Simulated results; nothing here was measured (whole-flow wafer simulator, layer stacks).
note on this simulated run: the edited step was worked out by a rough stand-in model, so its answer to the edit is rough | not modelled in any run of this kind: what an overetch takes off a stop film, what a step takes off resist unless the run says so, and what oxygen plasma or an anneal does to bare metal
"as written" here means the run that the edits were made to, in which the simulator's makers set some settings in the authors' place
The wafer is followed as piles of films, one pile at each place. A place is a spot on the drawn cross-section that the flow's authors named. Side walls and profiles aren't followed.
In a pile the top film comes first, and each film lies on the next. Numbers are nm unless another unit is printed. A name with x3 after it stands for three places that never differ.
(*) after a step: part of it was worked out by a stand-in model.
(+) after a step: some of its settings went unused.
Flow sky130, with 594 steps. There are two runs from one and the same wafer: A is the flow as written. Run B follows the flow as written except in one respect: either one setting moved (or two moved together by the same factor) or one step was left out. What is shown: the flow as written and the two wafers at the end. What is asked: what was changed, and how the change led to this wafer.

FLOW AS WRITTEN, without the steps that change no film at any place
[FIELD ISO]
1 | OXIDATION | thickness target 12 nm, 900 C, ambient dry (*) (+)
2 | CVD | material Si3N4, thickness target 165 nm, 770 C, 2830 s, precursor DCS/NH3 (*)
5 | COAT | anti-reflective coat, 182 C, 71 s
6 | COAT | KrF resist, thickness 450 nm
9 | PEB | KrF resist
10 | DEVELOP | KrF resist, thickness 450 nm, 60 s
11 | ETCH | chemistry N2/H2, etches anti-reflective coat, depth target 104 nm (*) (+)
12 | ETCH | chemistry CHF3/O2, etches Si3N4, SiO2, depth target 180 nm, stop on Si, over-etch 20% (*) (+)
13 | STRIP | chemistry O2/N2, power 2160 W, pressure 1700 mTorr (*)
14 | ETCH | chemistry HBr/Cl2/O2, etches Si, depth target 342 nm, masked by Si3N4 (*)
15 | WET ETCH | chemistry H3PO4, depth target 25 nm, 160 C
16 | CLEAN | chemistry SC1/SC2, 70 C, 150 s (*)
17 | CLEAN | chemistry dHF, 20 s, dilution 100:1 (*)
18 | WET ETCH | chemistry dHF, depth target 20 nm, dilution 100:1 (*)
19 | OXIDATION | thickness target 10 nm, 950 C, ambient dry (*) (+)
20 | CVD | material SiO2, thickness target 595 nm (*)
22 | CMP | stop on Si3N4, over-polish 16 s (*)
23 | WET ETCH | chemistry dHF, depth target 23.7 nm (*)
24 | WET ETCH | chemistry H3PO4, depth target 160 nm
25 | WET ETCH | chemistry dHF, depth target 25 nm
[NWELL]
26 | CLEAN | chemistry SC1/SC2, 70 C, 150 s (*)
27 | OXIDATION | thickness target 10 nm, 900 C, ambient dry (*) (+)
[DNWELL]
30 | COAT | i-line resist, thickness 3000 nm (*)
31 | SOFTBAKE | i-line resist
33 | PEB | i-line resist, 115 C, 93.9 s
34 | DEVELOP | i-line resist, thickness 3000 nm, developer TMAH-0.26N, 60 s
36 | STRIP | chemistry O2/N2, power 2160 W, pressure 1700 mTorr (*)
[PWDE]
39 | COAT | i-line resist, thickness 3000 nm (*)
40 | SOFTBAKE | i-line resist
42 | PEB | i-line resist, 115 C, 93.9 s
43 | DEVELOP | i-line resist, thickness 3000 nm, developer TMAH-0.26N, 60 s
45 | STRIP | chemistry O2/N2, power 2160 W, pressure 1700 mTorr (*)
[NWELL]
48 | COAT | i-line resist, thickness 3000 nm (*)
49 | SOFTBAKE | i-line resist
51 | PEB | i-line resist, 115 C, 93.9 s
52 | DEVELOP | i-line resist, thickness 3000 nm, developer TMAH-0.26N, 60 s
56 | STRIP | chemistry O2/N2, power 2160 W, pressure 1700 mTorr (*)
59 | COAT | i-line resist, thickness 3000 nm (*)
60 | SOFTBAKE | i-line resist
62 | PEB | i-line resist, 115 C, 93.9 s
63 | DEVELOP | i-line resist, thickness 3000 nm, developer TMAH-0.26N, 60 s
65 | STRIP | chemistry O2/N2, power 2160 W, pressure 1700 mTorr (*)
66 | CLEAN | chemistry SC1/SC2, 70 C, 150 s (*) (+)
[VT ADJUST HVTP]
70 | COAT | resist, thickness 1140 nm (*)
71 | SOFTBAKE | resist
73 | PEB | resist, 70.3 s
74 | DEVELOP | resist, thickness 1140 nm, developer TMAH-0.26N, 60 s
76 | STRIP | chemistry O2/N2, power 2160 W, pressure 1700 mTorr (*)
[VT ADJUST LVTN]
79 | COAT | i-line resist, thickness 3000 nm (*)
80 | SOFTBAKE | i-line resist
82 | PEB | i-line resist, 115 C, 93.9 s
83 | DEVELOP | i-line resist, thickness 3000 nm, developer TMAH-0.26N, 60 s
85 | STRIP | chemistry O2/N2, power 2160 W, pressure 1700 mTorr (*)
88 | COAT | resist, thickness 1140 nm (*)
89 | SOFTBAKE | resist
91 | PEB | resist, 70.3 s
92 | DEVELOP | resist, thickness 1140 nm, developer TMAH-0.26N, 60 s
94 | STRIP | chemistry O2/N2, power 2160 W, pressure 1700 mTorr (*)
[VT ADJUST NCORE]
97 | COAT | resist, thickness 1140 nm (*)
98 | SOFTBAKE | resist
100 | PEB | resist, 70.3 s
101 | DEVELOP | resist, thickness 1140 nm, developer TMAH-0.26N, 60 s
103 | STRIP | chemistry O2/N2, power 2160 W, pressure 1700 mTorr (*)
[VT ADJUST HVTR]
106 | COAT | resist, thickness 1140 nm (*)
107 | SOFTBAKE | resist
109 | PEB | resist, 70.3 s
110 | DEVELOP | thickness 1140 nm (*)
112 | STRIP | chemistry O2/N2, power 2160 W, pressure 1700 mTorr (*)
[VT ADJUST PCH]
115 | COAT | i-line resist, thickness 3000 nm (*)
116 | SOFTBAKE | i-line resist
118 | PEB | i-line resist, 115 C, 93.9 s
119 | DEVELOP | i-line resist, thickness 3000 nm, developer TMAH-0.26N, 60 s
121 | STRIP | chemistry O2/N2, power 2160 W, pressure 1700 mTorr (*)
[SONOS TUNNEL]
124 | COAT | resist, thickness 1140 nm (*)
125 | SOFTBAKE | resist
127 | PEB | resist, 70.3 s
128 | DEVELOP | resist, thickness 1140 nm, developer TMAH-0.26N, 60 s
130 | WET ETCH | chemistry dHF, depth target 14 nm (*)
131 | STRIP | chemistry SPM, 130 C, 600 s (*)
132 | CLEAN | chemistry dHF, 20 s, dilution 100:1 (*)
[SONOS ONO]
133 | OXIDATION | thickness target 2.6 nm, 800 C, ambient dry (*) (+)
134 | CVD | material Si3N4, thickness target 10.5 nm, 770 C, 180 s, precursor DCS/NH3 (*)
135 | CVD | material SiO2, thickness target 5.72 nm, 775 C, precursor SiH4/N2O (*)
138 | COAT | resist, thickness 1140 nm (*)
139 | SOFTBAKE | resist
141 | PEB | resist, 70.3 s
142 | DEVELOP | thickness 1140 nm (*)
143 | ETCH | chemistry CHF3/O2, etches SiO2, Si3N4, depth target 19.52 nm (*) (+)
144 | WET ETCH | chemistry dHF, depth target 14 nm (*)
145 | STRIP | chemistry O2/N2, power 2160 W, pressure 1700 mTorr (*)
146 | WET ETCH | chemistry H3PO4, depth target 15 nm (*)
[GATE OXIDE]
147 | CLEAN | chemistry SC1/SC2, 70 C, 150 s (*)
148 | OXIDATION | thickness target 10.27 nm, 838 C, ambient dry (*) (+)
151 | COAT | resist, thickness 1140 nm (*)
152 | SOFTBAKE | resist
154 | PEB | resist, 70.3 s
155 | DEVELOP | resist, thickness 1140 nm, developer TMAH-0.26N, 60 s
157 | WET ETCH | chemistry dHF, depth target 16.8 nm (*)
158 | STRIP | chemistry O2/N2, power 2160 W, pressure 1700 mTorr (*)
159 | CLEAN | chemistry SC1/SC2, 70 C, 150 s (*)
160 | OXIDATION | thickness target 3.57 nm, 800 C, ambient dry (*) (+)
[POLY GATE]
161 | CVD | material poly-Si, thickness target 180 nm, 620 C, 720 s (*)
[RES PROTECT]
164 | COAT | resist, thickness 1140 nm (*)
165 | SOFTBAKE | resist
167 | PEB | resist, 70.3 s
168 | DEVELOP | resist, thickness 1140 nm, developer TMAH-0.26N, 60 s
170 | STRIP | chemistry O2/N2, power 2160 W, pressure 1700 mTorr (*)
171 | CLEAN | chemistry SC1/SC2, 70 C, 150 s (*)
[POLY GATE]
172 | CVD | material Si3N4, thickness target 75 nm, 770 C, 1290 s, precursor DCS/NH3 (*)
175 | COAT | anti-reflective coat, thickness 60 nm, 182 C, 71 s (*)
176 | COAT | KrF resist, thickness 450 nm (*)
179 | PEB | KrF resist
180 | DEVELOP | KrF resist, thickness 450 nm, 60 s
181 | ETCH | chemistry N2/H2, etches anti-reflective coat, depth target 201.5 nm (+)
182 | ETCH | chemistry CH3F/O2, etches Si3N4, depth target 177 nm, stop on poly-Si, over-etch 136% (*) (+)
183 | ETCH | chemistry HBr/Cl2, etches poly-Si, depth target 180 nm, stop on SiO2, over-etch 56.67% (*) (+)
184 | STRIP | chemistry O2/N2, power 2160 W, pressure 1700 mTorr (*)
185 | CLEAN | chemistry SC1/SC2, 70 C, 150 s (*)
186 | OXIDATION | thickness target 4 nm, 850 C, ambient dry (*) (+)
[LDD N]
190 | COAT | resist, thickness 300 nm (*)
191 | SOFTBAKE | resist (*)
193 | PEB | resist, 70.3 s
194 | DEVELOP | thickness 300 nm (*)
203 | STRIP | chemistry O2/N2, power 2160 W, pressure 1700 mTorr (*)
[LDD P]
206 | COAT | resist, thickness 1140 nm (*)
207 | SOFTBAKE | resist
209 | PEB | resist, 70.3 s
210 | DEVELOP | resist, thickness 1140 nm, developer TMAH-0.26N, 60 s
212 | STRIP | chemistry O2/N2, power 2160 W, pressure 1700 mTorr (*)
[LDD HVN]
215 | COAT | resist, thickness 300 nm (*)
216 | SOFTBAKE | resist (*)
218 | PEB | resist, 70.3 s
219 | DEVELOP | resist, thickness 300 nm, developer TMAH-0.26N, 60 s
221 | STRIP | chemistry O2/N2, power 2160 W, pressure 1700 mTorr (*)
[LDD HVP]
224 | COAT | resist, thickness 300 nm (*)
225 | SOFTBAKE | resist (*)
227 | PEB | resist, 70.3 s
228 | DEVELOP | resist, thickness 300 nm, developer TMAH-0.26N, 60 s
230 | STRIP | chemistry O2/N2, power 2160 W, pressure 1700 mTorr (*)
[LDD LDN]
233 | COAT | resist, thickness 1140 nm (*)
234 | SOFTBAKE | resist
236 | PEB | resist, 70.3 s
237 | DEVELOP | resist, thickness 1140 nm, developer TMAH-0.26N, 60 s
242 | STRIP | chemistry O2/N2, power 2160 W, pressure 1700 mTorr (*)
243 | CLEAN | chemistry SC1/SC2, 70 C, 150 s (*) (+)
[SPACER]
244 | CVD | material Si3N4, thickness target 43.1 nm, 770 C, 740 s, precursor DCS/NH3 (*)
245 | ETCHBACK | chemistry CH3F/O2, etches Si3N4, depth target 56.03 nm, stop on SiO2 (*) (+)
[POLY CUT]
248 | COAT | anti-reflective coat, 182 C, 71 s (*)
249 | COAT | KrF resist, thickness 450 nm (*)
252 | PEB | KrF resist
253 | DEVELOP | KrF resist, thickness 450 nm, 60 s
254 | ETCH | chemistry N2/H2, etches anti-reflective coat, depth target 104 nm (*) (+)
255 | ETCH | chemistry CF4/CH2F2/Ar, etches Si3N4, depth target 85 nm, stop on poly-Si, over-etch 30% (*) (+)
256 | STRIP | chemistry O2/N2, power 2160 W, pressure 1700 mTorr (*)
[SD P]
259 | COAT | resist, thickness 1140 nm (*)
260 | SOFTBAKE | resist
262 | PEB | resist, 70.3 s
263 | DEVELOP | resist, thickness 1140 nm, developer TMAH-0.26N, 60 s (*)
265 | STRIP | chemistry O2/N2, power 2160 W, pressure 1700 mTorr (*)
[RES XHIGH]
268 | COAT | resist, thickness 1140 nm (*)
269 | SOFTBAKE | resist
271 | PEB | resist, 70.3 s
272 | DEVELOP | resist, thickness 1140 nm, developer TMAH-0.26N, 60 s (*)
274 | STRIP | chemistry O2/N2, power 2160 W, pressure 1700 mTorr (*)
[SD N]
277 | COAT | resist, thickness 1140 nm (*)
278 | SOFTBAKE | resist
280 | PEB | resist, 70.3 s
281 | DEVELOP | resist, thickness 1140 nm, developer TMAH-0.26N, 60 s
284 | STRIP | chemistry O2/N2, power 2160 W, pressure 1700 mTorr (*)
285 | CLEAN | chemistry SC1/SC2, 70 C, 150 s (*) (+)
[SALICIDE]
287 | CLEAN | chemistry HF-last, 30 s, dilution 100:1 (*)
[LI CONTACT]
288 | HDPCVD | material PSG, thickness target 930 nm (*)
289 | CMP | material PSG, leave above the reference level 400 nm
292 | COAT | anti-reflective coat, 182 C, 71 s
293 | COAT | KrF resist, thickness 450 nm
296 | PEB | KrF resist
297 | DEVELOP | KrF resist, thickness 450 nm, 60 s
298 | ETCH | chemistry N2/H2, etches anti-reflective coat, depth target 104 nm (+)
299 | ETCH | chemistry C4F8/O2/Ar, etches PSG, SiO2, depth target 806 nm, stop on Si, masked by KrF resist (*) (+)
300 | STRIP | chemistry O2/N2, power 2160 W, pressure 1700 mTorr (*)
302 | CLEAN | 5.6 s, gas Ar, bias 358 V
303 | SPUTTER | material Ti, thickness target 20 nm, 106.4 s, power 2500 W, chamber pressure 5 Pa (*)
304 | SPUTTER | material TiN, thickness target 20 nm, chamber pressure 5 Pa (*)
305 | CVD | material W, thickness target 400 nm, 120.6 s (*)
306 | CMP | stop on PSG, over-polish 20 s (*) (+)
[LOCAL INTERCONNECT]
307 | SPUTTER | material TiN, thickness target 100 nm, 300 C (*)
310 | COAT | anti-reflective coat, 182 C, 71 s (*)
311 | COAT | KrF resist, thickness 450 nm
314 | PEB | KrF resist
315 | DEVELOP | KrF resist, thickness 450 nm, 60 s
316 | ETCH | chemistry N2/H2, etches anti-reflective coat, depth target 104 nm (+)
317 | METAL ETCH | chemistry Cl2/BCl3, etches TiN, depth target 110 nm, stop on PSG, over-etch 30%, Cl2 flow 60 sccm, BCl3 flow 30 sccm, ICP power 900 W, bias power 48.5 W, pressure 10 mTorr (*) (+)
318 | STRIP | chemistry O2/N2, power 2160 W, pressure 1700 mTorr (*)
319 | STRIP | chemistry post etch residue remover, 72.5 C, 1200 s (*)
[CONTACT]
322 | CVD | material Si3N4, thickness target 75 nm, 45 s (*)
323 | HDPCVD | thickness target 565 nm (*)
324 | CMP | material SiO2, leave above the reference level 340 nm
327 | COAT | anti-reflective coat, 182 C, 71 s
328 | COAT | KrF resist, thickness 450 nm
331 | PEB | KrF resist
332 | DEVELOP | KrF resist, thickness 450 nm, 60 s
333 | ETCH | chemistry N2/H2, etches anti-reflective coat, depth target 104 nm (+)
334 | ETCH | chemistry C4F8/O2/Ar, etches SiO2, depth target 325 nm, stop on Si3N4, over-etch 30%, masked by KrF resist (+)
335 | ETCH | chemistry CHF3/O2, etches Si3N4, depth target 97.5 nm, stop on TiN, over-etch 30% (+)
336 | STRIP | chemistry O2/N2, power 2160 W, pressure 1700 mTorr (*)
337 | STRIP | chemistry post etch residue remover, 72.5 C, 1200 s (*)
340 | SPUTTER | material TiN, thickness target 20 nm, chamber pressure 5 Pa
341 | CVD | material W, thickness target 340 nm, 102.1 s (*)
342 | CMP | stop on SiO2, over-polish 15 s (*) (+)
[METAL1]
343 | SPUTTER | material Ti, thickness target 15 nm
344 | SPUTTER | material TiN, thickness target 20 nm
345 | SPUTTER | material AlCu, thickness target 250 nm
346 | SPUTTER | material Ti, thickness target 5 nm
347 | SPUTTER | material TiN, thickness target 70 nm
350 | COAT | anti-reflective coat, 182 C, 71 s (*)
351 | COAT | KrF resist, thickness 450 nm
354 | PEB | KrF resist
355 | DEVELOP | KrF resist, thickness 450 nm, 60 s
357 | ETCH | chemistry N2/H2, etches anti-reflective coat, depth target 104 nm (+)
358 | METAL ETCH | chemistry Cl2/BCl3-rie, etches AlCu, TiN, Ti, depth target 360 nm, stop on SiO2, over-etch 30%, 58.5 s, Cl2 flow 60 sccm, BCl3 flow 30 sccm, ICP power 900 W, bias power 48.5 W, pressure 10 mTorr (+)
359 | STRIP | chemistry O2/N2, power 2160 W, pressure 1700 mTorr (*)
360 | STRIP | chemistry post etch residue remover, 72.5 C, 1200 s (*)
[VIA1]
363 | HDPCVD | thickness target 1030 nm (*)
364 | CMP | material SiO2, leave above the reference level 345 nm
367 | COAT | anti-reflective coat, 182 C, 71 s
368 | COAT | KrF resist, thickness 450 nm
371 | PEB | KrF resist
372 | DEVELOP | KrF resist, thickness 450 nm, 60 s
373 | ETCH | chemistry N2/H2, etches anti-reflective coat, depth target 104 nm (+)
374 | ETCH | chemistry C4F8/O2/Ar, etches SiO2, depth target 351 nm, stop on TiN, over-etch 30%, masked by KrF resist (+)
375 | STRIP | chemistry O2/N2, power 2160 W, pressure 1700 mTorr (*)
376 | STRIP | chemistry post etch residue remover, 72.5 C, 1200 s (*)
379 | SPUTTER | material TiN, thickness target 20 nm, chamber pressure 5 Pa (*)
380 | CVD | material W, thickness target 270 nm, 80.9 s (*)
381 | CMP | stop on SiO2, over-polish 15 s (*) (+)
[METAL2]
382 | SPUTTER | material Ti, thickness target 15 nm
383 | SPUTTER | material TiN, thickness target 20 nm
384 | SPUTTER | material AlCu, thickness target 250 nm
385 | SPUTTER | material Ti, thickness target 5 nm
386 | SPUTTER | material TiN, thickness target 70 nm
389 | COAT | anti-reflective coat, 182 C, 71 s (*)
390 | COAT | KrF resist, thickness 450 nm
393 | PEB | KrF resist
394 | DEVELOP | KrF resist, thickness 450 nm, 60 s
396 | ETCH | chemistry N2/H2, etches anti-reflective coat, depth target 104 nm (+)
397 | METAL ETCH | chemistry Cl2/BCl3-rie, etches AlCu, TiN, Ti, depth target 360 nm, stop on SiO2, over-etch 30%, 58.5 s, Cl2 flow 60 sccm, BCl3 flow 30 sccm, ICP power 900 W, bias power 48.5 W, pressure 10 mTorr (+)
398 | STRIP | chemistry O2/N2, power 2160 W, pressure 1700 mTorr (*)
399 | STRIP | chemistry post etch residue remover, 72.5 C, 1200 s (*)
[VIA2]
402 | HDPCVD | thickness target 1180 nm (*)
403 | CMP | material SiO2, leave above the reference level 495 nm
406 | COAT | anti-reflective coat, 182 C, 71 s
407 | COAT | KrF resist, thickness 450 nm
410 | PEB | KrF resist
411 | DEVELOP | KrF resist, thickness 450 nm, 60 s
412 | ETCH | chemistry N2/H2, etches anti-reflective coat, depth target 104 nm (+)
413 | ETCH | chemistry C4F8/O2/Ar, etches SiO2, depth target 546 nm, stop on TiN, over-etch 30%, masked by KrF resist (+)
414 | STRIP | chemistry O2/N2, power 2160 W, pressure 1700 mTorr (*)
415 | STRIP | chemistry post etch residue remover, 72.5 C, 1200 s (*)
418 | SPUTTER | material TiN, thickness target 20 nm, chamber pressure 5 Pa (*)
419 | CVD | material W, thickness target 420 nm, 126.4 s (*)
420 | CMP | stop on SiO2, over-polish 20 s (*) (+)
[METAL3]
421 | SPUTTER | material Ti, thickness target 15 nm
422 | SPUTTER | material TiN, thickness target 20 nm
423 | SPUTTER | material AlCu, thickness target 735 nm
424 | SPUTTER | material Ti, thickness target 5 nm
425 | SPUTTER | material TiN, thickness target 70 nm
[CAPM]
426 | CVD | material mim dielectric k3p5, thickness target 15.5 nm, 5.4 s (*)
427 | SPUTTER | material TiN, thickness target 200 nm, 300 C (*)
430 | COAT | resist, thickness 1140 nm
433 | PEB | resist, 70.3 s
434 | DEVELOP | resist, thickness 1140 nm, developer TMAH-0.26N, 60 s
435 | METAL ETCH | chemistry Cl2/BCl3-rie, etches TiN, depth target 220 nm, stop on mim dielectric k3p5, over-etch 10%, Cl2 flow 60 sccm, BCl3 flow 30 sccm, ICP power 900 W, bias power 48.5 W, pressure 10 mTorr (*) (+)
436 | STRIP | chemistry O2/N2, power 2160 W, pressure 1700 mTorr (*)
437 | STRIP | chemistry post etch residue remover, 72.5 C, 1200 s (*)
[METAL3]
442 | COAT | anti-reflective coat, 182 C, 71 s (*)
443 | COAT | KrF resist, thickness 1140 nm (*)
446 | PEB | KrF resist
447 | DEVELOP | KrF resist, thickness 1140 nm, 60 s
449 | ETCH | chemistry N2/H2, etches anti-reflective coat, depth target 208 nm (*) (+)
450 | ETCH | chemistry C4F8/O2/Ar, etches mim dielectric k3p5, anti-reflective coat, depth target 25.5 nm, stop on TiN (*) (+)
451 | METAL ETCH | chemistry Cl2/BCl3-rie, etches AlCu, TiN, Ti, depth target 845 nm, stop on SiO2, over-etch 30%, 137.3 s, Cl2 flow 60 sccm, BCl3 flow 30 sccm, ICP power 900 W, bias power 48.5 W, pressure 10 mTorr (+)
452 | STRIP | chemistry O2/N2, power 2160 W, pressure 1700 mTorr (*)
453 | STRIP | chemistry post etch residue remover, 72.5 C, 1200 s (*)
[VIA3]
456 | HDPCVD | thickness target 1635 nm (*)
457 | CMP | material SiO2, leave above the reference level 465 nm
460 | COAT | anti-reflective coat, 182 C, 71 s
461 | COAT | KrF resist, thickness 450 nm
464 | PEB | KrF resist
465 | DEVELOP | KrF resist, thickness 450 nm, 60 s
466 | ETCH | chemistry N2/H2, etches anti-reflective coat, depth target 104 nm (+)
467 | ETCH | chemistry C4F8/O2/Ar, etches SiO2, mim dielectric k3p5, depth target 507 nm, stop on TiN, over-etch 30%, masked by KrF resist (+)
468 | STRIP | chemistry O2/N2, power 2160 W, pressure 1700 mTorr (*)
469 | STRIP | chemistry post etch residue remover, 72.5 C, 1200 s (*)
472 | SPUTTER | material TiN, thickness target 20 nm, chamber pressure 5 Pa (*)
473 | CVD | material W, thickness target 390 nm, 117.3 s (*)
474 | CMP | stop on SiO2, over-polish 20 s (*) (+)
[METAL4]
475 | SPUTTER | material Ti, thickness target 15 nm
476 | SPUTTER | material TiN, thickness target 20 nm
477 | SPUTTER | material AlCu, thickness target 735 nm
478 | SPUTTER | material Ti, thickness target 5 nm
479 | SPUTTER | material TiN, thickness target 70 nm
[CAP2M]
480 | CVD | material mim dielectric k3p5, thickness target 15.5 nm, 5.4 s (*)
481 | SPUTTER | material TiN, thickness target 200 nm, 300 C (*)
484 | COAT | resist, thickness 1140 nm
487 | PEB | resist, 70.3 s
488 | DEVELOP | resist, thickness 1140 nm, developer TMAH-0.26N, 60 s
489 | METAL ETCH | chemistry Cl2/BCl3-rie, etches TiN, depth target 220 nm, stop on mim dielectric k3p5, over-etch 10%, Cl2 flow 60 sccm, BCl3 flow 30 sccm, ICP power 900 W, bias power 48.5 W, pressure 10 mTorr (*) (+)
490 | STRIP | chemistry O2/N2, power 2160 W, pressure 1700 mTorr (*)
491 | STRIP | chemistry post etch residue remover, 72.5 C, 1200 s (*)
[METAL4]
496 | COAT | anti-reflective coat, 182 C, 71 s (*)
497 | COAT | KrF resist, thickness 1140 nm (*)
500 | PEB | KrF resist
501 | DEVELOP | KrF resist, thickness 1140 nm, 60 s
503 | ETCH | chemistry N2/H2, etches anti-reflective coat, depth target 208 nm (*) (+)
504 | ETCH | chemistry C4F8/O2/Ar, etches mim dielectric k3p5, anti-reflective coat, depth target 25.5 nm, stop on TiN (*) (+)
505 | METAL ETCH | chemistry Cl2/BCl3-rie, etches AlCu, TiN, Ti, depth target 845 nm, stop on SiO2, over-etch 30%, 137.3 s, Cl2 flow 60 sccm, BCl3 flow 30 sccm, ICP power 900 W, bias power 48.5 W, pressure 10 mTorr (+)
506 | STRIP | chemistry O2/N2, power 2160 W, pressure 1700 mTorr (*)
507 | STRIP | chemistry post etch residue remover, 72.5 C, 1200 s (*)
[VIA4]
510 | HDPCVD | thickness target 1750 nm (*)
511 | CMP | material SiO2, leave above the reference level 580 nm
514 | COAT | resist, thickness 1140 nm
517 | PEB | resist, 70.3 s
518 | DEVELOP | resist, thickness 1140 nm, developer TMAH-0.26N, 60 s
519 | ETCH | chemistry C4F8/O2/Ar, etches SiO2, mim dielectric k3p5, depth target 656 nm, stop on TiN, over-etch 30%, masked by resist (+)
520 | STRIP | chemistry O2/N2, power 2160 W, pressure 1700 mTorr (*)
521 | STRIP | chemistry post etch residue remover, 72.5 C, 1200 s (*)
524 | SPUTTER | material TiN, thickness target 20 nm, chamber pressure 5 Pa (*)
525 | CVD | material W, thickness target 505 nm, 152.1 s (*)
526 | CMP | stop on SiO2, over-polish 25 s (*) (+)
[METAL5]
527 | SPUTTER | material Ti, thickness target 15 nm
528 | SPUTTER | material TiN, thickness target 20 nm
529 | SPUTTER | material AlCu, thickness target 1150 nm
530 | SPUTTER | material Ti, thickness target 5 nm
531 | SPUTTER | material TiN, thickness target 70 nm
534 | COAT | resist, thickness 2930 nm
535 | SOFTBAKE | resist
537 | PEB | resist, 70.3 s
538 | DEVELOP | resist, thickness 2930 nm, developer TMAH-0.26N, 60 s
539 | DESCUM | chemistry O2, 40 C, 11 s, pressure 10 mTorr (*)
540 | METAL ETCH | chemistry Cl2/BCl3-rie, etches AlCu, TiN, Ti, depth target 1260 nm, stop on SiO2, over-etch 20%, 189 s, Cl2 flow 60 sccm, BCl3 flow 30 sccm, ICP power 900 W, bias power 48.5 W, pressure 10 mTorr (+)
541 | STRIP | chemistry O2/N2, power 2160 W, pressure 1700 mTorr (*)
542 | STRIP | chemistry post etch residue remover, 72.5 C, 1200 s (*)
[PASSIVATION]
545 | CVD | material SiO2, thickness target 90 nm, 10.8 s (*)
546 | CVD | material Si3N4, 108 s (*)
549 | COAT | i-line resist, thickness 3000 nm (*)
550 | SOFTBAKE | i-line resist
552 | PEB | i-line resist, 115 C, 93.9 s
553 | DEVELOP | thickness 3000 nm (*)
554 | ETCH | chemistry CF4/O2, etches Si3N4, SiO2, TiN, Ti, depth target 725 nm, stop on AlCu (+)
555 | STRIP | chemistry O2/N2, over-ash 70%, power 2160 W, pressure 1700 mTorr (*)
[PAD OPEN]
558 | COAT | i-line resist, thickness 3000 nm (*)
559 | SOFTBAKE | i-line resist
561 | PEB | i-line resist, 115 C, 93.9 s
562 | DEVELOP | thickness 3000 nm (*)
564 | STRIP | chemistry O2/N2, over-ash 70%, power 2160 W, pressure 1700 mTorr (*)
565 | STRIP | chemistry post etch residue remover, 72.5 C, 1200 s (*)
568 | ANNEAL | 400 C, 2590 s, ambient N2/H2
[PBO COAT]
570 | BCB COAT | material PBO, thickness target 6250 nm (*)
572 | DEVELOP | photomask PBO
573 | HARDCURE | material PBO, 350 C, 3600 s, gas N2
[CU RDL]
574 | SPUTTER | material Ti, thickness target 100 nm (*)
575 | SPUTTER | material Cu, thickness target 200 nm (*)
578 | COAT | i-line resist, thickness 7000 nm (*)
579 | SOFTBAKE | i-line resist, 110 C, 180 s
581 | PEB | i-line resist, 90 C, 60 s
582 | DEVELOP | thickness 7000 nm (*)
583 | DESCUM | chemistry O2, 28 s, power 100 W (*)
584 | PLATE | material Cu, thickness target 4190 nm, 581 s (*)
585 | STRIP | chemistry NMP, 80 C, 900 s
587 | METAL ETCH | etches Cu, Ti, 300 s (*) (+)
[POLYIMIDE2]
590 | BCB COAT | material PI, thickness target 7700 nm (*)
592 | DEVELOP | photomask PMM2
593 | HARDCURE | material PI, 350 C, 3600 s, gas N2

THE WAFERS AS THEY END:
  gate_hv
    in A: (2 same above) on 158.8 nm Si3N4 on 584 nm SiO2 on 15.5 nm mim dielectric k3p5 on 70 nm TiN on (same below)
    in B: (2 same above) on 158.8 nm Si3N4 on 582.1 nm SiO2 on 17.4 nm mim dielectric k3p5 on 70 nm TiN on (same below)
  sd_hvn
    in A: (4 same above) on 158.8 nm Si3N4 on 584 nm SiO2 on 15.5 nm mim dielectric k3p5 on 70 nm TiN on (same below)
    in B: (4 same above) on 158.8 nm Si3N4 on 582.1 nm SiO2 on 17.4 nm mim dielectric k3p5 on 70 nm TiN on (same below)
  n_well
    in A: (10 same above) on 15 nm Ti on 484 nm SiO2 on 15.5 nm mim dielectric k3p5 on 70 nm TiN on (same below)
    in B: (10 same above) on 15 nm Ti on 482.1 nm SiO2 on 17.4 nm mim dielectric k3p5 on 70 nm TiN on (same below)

What caused this: step 480, CVD: thickness target 17.4 nm was run, whereas the flow has thickness target 15.5 nm; step 480, CVD: 6.08 s was run, where the flow has 5.4 s.
The wafer itself shows it: gate_hv has mim dielectric k3p5 17.4, and step 480 as written asks for 15.5 nm.

Step by step, how the change led to this:
  480 | CVD | material mim dielectric k3p5, thickness target 15.5 nm, 5.4 s (*)
      field, active, n_well and 189 more: A mim dielectric k3p5 gains 15.5 (new film) | B mim dielectric k3p5 gains 17.4 (new film)
  504 | ETCH | chemistry C4F8/O2/Ar, etches mim dielectric k3p5, anti-reflective coat, depth target 25.5 nm, stop on TiN (*) (+)
      n_well, p_well, gate_hv and 102 more: A KrF resist loses 15.5 | B KrF resist loses 17
      field, active, gate and 85 more: A mim dielectric k3p5 loses 15.5 (all of it) | B mim dielectric k3p5 loses 17.4 (all of it)
  519 | ETCH | chemistry C4F8/O2/Ar, etches SiO2, mim dielectric k3p5, depth target 656 nm, stop on TiN, over-etch 30%, masked by resist (+)
      m1: A SiO2 loses 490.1 (all of it), mim dielectric k3p5 loses 15.5 (all of it) | B SiO2 loses 488.2 (all of it), mim dielectric k3p5 loses 17.4 (all of it)
      via4_hole: A SiO2 loses 489.5 (all of it), mim dielectric k3p5 loses 15.5 (all of it) | B SiO2 loses 487.6 (all of it), mim dielectric k3p5 loses 17.4 (all of it)
